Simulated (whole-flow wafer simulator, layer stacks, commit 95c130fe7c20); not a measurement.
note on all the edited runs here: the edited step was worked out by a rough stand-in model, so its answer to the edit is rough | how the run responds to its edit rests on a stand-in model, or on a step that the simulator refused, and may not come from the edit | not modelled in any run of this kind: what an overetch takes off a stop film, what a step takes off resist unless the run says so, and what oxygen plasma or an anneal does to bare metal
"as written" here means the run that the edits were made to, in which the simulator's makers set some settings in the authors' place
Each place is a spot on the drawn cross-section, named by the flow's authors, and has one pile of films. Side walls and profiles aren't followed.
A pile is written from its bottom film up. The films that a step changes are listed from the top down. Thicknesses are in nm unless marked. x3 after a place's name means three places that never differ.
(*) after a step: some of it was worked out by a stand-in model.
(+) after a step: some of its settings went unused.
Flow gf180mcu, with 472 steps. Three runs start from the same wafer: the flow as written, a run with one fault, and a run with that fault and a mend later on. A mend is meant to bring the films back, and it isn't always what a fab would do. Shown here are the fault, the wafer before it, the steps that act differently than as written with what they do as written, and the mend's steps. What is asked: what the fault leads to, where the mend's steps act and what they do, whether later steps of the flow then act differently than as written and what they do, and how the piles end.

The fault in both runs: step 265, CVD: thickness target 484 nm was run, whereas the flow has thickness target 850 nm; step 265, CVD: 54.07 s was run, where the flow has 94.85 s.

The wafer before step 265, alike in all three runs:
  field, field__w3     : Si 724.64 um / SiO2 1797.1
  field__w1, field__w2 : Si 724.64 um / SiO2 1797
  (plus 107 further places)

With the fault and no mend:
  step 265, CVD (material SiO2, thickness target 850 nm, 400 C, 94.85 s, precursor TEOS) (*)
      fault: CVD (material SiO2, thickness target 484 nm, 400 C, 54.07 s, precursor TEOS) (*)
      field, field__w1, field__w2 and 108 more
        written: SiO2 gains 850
        fault: SiO2 gains 492.4
  Steps further on in the flow that do not act as written (not shown: 5 more steps that differ only slightly, by at most 2% or 0.5 nm, whichever is larger):
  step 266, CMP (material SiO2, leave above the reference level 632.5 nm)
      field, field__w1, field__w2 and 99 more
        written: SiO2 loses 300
        fault: nothing
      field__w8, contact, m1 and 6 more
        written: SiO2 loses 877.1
        fault: SiO2 loses 519.4
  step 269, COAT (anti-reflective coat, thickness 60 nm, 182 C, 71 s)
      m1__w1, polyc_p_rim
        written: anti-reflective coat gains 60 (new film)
        fault: anti-reflective coat gains 34.1 (new film)
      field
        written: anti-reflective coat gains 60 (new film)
        fault: anti-reflective coat gains 82.9 (new film)
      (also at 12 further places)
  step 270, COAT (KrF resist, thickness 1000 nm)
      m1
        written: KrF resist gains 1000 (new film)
        fault: KrF resist gains 978.4 (new film)
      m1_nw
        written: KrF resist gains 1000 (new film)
        fault: KrF resist gains 976.2 (new film)
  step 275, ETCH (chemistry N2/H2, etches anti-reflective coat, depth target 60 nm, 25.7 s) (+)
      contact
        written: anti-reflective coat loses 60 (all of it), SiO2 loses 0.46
        fault: anti-reflective coat loses 31 (all of it), SiO2 loses 1.21
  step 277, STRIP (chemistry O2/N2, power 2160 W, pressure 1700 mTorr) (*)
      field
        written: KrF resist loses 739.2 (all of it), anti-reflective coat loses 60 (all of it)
        fault: KrF resist loses 728.2 (all of it), anti-reflective coat loses 82.9 (all of it)
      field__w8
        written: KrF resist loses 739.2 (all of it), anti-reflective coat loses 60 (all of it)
        fault: KrF resist loses 733.1 (all of it), anti-reflective coat loses 28.9 (all of it)
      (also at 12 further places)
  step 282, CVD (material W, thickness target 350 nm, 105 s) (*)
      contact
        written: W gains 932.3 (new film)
        fault: W gains 874.1 (new film)
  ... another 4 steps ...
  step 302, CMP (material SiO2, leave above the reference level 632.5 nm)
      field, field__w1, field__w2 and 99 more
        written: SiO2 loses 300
        fault: SiO2 loses 287.7
  The piles end different from the flow's at field, field__w1, field__w2 and 105 more by more than 2% or 0.5 nm, whichever is larger.
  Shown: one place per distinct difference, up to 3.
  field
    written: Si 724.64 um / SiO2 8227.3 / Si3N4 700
    fault: Si 724.64 um / SiO2 2289.4 / Ti 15 / TiN 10 / W 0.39 / SiO2 5896.3 / Si3N4 700
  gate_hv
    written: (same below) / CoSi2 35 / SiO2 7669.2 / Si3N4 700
    fault: (same below) / CoSi2 35 / SiO2 1731.3 / Ti 15 / TiN 10 / W 0.39 / SiO2 5896.3 / Si3N4 700
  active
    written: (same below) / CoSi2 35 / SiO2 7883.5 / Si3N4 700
    fault: (same below) / CoSi2 35 / SiO2 1945.6 / Ti 15 / TiN 10 / W 0.39 / SiO2 5896.3 / Si3N4 700

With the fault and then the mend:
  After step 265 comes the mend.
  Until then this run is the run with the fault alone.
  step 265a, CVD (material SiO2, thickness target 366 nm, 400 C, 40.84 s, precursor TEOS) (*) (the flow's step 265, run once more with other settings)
      field, field__w1, field__w2 and 108 more
        SiO2 gains 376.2
  Steps further on in the flow that do not act as written:
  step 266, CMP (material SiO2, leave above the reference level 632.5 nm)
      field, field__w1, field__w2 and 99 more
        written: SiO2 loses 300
        mend: SiO2 loses 318.5
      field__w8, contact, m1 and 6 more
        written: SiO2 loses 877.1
        mend: SiO2 loses 895.6
  At every place that both follow, the piles at the end match the flow's.
